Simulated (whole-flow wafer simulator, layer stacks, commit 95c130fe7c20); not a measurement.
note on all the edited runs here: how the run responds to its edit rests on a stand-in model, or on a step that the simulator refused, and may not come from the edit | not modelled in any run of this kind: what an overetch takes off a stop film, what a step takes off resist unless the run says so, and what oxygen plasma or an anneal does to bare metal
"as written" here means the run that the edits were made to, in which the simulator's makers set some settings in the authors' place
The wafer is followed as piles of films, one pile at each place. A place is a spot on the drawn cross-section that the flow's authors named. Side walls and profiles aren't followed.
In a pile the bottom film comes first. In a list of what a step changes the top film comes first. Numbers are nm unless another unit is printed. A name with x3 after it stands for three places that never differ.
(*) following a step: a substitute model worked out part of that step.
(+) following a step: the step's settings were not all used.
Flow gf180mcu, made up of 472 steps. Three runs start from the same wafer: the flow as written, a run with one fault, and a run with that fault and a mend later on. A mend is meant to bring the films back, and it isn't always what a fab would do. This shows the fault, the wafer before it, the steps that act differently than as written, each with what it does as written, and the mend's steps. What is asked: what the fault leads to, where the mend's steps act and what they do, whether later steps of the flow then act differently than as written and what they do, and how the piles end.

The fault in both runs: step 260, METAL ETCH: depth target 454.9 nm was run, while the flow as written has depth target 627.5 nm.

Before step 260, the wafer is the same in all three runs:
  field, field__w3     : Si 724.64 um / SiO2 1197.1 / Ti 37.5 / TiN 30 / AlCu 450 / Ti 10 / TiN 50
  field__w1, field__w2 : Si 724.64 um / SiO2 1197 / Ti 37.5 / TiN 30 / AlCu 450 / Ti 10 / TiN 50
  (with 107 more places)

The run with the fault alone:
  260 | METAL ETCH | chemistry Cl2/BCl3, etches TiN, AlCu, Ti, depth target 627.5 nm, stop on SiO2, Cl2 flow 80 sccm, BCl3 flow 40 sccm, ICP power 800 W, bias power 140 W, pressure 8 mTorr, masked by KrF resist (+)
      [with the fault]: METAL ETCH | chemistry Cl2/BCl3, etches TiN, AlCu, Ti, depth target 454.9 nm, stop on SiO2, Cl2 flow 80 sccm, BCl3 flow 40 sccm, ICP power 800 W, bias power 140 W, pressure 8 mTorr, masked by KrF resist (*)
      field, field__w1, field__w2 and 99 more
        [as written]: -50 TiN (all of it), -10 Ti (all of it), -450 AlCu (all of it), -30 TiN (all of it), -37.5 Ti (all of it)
        [with the fault]: -50 TiN (all of it), -10 Ti (all of it), -394.9 AlCu
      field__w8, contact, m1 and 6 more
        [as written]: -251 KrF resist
        [with the fault]: -182 KrF resist
  Later steps of the flow acting differently than as written:
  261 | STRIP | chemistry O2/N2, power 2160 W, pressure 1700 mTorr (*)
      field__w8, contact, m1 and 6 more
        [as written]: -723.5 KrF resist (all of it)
        [with the fault]: -792.6 KrF resist (all of it)
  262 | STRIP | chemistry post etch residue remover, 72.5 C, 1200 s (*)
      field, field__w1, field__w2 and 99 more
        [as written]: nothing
        [with the fault]: -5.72 AlCu
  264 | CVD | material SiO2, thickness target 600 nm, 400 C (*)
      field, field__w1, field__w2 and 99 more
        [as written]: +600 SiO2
        [with the fault]: +600 SiO2 (new film)
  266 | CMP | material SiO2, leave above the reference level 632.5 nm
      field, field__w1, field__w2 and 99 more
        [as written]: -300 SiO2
        [with the fault]: -416.9 SiO2
  The piles end different from the flow's at field, field__w1, field__w2 and 100 more by more than 2% or 0.5 nm, whichever is larger.
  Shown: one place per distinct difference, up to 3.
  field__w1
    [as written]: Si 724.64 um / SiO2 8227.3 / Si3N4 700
    [with the fault]: Si 724.64 um / SiO2 1197 / Ti 37.5 / TiN 30 / AlCu 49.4 / SiO2 6913.4 / Si3N4 700
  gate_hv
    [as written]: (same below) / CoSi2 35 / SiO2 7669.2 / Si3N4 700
    [with the fault]: (same below) / CoSi2 35 / SiO2 638.9 / Ti 37.5 / TiN 30 / AlCu 49.4 / SiO2 6913.4 / Si3N4 700
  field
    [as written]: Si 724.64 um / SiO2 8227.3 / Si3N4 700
    [with the fault]: Si 724.64 um / SiO2 1197.1 / Ti 37.5 / TiN 30 / AlCu 49.4 / SiO2 6913.4 / Si3N4 700

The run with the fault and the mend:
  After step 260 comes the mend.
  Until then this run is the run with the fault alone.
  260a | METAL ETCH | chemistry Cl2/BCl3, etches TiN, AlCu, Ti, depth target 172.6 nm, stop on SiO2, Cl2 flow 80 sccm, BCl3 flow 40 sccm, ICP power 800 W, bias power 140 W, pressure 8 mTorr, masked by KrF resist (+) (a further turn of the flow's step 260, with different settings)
      field, field__w1, field__w2 and 99 more
        -55.1 AlCu (all of it), -30 TiN (all of it), -37.5 Ti (all of it)
      field__w8, contact, m1 and 6 more
        -69 KrF resist
  Every later step of the flow that is run acts as written at every place that is followed.
  At every place that both follow, the piles at the end match the flow's.
